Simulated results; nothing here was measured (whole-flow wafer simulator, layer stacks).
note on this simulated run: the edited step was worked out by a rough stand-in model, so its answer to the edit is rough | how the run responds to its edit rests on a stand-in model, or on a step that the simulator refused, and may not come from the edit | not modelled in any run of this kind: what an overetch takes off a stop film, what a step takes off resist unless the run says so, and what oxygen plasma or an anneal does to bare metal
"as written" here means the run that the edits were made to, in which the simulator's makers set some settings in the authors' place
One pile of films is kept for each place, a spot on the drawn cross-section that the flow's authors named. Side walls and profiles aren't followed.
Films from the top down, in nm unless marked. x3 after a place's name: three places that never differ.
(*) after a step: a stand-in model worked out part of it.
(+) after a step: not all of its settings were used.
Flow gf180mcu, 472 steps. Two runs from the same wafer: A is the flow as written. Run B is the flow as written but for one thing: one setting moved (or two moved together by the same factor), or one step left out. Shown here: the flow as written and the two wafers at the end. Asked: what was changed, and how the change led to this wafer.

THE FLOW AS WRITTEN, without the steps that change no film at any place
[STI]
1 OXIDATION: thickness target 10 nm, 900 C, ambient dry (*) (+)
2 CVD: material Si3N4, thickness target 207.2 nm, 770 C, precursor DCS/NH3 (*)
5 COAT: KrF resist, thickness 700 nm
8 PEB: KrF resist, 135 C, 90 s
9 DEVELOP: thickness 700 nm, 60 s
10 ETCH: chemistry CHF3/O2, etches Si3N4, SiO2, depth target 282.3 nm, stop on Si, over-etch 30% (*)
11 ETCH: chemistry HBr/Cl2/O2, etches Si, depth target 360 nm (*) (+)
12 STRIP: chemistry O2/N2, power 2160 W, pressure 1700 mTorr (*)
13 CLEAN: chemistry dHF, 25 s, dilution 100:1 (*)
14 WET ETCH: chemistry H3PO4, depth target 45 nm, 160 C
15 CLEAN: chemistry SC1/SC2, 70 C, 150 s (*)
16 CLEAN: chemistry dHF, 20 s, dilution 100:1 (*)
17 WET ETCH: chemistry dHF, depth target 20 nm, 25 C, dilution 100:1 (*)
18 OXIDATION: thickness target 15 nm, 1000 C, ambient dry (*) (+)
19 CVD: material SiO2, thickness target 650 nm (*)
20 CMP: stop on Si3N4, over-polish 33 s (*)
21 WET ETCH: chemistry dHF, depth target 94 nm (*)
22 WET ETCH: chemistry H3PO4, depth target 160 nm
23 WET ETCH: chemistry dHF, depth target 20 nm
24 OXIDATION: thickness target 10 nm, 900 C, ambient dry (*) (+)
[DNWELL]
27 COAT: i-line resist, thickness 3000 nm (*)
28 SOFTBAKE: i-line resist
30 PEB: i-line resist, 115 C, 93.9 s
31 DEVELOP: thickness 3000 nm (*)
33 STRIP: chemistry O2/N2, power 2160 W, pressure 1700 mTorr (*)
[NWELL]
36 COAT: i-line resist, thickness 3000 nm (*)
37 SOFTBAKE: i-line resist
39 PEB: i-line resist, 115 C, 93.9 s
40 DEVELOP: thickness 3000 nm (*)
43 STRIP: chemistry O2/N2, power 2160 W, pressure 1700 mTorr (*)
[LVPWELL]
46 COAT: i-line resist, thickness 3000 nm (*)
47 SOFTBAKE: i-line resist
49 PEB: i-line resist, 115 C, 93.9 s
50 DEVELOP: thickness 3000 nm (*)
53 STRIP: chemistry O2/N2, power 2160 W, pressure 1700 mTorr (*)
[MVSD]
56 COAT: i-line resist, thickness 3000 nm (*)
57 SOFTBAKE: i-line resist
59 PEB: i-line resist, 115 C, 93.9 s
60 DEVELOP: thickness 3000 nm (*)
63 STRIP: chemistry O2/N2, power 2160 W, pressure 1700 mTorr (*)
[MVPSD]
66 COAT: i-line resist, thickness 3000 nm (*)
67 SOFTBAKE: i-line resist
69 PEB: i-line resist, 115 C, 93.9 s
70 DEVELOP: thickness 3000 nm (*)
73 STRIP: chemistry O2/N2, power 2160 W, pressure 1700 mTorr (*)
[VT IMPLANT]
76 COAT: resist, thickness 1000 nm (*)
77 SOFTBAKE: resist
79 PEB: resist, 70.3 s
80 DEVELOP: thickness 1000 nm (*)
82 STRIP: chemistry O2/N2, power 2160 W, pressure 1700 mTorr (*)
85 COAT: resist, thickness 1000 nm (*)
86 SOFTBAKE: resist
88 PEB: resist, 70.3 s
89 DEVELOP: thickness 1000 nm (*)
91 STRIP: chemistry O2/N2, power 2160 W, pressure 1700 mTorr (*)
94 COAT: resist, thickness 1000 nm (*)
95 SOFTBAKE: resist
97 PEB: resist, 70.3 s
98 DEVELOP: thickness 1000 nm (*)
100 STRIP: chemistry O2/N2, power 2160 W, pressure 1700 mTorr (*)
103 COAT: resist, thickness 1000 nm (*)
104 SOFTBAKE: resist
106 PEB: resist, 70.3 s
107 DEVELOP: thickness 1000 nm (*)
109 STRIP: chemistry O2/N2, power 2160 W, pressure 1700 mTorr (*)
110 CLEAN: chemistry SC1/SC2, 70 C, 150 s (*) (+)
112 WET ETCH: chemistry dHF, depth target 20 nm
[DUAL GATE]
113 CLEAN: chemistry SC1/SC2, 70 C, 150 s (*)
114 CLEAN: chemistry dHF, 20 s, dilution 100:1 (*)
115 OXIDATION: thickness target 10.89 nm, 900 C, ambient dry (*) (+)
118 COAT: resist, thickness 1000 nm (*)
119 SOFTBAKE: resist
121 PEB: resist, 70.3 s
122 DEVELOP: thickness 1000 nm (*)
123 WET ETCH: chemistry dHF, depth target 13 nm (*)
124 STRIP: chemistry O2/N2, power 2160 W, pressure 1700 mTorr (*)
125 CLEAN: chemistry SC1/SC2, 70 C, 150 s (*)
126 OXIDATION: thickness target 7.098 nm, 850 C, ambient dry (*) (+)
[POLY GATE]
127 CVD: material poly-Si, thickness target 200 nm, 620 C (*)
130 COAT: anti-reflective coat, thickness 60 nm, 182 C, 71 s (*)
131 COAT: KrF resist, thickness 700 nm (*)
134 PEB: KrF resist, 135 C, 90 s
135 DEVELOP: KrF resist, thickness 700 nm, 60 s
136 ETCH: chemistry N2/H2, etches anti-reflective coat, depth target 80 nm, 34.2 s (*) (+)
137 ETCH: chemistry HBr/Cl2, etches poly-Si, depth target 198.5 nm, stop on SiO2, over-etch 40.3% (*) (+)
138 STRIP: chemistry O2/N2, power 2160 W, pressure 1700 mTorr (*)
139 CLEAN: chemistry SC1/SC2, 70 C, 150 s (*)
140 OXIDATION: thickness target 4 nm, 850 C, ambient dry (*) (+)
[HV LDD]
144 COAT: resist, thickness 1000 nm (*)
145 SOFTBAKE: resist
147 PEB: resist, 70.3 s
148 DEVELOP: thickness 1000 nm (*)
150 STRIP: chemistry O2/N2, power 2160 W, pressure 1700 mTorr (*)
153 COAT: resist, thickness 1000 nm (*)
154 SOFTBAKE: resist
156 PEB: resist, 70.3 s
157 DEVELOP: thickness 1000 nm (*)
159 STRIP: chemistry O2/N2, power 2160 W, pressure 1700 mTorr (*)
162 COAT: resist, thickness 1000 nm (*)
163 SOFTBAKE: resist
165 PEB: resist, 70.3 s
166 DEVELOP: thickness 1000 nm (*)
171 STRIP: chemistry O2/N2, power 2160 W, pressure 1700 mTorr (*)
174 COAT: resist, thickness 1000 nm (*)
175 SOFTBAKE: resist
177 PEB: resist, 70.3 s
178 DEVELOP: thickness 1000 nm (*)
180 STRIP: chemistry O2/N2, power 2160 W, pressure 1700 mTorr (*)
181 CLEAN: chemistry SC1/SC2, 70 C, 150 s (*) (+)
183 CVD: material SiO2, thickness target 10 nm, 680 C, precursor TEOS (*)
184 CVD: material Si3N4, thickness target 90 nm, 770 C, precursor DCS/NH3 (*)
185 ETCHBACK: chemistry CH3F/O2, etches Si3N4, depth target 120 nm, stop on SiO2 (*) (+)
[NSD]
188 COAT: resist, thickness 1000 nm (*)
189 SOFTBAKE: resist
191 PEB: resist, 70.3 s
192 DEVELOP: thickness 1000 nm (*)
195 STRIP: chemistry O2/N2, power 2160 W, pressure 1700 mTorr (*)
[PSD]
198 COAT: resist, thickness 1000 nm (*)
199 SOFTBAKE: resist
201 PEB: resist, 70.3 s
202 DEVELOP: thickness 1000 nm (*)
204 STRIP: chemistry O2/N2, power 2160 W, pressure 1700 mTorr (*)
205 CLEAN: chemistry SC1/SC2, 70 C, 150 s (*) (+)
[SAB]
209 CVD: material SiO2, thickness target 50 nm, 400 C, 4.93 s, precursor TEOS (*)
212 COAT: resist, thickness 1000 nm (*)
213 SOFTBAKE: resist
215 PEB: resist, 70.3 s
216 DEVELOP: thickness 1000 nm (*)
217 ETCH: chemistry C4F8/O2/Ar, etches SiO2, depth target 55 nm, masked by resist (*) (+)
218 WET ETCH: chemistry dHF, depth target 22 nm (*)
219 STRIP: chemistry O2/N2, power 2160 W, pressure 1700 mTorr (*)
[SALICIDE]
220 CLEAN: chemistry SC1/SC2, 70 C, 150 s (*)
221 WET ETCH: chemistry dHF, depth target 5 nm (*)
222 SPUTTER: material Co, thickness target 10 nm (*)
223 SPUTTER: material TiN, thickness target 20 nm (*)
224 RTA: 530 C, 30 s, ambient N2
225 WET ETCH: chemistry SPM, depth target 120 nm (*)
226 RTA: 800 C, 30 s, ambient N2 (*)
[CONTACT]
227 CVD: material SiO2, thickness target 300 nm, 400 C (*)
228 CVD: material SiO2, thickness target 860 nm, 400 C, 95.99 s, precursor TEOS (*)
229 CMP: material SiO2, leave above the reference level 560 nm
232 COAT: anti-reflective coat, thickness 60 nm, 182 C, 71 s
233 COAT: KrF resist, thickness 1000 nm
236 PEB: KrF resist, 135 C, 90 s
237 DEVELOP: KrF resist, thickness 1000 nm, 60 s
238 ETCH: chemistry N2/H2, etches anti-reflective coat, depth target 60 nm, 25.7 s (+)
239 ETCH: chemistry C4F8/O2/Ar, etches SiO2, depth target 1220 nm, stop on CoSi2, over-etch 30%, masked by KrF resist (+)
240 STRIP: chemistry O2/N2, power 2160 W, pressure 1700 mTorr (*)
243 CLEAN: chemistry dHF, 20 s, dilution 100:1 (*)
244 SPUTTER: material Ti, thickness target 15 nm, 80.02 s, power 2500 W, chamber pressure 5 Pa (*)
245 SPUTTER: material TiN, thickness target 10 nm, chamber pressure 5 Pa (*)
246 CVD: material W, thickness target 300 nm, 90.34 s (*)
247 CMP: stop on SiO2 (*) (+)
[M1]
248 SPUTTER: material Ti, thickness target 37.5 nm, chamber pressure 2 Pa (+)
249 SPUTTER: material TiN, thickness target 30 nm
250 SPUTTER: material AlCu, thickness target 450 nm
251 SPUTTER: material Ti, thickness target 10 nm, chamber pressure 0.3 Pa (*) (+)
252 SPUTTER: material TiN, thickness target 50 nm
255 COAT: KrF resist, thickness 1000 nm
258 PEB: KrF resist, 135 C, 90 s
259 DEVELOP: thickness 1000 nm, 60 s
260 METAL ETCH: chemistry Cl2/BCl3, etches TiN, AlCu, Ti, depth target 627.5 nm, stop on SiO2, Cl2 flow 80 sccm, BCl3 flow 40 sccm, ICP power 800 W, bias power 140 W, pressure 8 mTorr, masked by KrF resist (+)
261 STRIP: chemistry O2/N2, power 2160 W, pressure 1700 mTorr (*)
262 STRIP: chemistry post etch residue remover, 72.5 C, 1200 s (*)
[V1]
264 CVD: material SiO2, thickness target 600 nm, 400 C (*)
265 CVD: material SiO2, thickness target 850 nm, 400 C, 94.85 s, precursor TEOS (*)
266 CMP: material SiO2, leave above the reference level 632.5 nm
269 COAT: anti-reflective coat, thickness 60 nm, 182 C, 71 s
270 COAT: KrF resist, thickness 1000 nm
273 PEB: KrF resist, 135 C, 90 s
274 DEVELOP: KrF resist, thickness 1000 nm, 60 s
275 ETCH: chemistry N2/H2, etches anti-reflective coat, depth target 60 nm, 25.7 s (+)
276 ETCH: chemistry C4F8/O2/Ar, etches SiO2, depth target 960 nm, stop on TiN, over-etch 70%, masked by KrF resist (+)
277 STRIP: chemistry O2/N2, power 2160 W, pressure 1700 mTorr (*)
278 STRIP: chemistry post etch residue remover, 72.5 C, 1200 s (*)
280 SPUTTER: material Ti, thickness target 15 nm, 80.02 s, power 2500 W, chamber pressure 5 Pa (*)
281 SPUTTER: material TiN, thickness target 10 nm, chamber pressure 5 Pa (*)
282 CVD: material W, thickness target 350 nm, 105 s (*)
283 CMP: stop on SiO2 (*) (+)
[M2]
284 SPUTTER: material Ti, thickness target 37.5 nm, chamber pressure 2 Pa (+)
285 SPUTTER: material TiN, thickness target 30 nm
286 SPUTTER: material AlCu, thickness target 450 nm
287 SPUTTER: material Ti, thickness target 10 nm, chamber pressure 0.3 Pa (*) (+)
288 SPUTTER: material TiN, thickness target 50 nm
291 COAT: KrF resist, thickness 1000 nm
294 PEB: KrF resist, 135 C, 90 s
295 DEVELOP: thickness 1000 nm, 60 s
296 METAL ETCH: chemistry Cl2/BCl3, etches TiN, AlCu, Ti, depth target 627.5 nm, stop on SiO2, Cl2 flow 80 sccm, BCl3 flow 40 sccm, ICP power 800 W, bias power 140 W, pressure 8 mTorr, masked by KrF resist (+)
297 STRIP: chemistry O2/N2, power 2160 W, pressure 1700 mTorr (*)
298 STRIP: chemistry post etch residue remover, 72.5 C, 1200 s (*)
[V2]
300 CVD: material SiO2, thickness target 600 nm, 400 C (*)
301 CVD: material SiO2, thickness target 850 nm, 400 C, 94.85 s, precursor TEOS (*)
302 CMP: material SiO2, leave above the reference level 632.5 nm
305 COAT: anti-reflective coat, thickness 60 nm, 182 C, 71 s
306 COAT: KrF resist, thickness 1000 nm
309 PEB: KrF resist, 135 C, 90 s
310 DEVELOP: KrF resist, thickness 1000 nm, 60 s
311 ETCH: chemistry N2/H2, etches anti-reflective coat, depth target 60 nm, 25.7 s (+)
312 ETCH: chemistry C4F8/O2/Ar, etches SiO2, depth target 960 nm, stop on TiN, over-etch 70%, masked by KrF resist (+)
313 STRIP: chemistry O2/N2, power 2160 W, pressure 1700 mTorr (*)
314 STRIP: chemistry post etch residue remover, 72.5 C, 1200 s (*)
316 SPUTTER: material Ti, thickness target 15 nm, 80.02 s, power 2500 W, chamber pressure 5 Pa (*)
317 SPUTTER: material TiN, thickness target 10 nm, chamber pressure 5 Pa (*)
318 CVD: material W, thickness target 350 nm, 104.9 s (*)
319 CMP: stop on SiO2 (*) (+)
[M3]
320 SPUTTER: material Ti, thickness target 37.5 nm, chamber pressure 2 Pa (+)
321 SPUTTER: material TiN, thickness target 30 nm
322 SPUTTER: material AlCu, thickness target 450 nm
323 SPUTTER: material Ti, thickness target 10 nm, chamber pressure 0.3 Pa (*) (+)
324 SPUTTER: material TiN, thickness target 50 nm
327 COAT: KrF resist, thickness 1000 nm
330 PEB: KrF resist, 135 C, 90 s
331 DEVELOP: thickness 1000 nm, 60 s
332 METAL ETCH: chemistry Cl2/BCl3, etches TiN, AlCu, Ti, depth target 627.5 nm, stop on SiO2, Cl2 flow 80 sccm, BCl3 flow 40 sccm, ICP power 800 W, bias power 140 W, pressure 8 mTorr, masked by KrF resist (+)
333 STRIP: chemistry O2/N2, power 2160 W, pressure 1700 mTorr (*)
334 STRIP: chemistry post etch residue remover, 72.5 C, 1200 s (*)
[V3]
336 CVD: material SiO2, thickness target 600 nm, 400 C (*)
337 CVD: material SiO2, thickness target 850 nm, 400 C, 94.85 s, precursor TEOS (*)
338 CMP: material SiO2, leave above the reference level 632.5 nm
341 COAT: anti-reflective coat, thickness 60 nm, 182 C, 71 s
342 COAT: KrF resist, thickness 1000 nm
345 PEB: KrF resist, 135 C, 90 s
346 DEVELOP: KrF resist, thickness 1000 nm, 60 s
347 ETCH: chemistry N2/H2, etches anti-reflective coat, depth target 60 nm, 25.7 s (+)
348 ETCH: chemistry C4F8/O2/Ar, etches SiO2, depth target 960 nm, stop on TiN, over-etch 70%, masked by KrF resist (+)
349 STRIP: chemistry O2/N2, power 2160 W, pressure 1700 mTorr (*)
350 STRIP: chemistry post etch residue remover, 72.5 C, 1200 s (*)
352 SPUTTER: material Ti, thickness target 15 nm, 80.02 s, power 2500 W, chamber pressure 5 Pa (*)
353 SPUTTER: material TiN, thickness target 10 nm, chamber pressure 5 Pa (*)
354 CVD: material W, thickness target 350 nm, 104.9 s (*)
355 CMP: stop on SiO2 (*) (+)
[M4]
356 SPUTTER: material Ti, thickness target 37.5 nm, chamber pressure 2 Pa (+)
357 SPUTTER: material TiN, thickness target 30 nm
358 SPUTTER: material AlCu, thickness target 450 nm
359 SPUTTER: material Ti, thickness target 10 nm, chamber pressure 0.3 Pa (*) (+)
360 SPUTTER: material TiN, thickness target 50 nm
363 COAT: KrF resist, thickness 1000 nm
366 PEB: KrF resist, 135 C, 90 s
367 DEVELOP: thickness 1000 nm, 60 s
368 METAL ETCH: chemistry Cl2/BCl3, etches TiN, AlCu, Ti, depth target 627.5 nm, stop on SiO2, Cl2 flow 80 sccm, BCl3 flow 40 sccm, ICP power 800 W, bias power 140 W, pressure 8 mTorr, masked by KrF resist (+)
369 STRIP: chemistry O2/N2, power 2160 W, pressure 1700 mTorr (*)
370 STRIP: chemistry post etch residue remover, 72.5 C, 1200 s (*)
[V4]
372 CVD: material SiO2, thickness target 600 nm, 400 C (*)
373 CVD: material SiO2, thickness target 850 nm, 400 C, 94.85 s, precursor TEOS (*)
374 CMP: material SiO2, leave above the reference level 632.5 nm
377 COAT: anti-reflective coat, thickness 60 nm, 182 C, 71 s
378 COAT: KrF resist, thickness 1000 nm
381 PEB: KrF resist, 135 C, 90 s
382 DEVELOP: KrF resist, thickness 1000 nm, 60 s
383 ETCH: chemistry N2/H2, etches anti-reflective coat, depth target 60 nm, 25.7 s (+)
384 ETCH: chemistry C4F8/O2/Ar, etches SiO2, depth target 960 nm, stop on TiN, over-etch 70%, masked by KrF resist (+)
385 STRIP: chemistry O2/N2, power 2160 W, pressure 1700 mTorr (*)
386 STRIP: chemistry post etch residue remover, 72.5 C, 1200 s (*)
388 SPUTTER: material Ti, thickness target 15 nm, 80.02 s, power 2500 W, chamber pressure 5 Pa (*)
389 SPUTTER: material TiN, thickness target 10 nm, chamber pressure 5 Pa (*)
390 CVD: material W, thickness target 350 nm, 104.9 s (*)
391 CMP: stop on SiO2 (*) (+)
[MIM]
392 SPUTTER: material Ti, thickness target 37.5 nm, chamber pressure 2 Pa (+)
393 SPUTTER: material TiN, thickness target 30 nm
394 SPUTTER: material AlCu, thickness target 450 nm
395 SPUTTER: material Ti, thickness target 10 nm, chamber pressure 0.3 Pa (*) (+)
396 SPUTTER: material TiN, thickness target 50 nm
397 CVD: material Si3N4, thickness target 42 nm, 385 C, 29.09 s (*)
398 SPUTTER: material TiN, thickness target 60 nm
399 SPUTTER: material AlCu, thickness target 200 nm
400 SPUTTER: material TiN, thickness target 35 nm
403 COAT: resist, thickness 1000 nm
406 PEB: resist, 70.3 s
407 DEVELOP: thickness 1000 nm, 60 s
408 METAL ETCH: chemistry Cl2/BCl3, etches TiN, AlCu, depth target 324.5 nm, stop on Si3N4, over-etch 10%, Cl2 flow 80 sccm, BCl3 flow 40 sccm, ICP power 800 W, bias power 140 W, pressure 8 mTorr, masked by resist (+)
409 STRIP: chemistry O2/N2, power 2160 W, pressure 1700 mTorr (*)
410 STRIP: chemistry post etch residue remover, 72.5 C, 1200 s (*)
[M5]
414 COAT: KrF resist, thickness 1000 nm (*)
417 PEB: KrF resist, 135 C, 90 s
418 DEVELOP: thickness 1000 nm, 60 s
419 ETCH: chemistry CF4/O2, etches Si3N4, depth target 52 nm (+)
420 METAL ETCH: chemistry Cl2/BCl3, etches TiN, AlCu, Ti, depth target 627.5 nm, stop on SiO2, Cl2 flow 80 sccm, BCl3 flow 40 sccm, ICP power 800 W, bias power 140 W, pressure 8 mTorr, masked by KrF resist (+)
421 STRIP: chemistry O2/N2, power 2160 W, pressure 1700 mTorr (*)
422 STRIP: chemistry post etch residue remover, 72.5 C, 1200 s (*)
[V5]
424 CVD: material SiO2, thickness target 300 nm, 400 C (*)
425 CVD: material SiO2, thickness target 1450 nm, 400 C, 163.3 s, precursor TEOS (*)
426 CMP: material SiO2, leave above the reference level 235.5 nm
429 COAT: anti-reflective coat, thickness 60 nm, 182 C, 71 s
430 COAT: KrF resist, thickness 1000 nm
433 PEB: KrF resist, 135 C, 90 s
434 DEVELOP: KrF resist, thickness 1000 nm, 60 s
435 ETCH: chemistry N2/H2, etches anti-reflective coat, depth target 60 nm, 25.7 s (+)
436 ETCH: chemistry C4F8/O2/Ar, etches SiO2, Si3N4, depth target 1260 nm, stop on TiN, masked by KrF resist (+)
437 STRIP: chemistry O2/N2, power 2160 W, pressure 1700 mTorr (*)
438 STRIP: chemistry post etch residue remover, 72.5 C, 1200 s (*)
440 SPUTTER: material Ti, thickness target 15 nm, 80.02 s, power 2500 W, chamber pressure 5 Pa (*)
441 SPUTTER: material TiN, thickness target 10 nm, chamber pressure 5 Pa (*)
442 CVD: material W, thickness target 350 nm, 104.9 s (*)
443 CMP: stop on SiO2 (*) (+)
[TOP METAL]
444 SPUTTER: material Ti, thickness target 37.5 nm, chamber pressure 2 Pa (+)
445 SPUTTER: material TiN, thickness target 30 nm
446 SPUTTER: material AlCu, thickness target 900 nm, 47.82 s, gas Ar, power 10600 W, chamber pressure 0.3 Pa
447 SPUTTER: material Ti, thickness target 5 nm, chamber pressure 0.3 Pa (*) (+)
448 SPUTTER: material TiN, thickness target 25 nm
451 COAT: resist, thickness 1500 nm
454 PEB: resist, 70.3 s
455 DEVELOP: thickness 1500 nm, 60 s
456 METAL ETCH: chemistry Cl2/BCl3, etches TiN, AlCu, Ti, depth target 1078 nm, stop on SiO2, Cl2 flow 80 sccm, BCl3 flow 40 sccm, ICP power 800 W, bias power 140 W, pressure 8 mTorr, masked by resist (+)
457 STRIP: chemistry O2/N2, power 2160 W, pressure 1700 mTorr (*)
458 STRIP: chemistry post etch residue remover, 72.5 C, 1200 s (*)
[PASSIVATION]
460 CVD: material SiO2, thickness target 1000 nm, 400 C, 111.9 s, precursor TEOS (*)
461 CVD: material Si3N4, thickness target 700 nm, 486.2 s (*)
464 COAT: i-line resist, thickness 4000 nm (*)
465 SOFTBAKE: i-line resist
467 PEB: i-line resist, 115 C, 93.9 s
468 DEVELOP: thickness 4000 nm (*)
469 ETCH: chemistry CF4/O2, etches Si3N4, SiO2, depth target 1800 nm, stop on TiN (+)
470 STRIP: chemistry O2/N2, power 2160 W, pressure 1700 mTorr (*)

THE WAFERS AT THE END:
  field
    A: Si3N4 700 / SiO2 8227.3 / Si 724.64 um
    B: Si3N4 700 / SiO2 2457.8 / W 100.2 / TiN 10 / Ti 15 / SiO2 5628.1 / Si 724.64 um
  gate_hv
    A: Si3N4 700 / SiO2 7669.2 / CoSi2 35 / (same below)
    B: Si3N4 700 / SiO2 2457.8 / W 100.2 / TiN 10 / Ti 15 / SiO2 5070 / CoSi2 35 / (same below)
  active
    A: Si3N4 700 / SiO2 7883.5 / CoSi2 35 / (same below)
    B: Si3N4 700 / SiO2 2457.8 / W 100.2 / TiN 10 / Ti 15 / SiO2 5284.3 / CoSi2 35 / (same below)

The cause: step 373, CVD: thickness target 382 nm was run, where the flow has thickness target 850 nm; step 373, CVD: 42.68 s was run, where the flow has 94.85 s.

How the change led to this, step by step:
  373 CVD: material SiO2, thickness target 850 nm, 400 C, 94.85 s, precursor TEOS (*)
      field, field__w1, field__w2 and 108 more: A SiO2 +850 | B SiO2 +392.4
  374 CMP: material SiO2, leave above the reference level 632.5 nm
      field, field__w1, field__w2 and 103 more: A SiO2 -300 | B nothing
      field__w8, contact, m1, m1__w1, m1_nw: A SiO2 -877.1 | B SiO2 -419.5
  377 COAT: anti-reflective coat, thickness 60 nm, 182 C, 71 s
      field: A anti-reflective coat +60 (new film) | B anti-reflective coat +127.1 (new film)
      field__w1: A anti-reflective coat +60 (new film) | B anti-reflective coat +88.2 (new film)
      (and at 20 more places)
  378 COAT: KrF resist, thickness 1000 nm
      field: A KrF resist +1000 (new film) | B KrF resist +973.3 (new film)
      field__w1: A KrF resist +1000 (new film) | B KrF resist +974.8 (new film)
      (and at 13 more places)
  381 PEB: KrF resist, 135 C, 90 s
      polyc_n, polyc_n_rim: A KrF resist -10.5 | B KrF resist -12
      contact: A KrF resist -10.5 | B KrF resist -9.22
      (and at 6 more places)
  382 DEVELOP: KrF resist, thickness 1000 nm, 60 s
      contact: A KrF resist -989.5 (all of it) | B KrF resist -906.7 (all of it)
  383 ETCH: chemistry N2/H2, etches anti-reflective coat, depth target 60 nm, 25.7 s (+)
      contact: A anti-reflective coat -60 (all of it), SiO2 -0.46 | B anti-reflective coat -21.2 (all of it), SiO2 -1.46
  385 STRIP: chemistry O2/N2, power 2160 W, pressure 1700 mTorr (*)
      field: A KrF resist -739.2 (all of it), anti-reflective coat -60 (all of it) | B KrF resist -712.7 (all of it), anti-reflective coat -127.1 (all of it)
      field__w1: A KrF resist -739.2 (all of it), anti-reflective coat -60 (all of it) | B KrF resist -714.2 (all of it), anti-reflective coat -88.2 (all of it)
      (and at 19 more places)
  388 SPUTTER: material Ti, thickness target 15 nm, 80.02 s, power 2500 W, chamber pressure 5 Pa (*)
      contact: A Ti +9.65 (new film) | B Ti +10.6 (new film)
  389 SPUTTER: material TiN, thickness target 10 nm, chamber pressure 5 Pa (*)
      contact: A TiN +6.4 (new film) | B TiN +7.04 (new film)
  390 CVD: material W, thickness target 350 nm, 104.9 s (*)
      contact: A W +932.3 (new film) | B W +773.1 (new film)
  391 CMP: stop on SiO2 (*) (+)
      field, field__w1, field__w2 and 103 more: A W -350 (all of it), TiN -10 (all of it), Ti -15 (all of it), SiO2 -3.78 | B W -237.4
      field__w8, m1, m1__w1, m1_nw: A W -350 (all of it), TiN -10 (all of it), Ti -15 (all of it), SiO2 -3.78 | B W -350 (all of it), TiN -10 (all of it), Ti -15 (all of it), SiO2 -20
      (and at 1 more place)
  420 METAL ETCH: chemistry Cl2/BCl3, etches TiN, AlCu, Ti, depth target 627.5 nm, stop on SiO2, Cl2 flow 80 sccm, BCl3 flow 40 sccm, ICP power 800 W, bias power 140 W, pressure 8 mTorr, masked by KrF resist (+)
      field, field__w1, field__w2 and 101 more: A TiN -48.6 (all of it), Ti -10 (all of it), AlCu -450 (all of it), TiN -30 (all of it), Ti -37.5 (all of it) | B TiN -48.6 (all of it), Ti -10 (all of it), AlCu -450 (all of it), TiN -30 (all of it), Ti -37.5 (all of it), W -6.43
  422 STRIP: chemistry post etch residue remover, 72.5 C, 1200 s (*)
      field, field__w1, field__w2 and 101 more: A nothing | B W -6.01
  424 CVD: material SiO2, thickness target 300 nm, 400 C (*)
      field, field__w1, field__w2 and 101 more: A SiO2 +300 | B SiO2 +300 (new film)
  426 CMP: material SiO2, leave above the reference level 235.5 nm
      field, field__w1, field__w5 and 92 more: A SiO2 -300.8 | B SiO2 -288.4
      field__w2, field__w3, field__w12 and 6 more: A SiO2 -272.7 | B SiO2 -259.7
Counting metal films that touch as one body, field has 1 body; the flow as written gives 0 bodies.
Counting metal films that touch as one body, gate_hv has 2 bodies (between them, from the top down: SiO2 5070); the flow as written gives 1 body.
Counting metal films that touch as one body, active has 2 bodies (between them, from the top down: SiO2 5284.3); the flow as written gives 1 body.
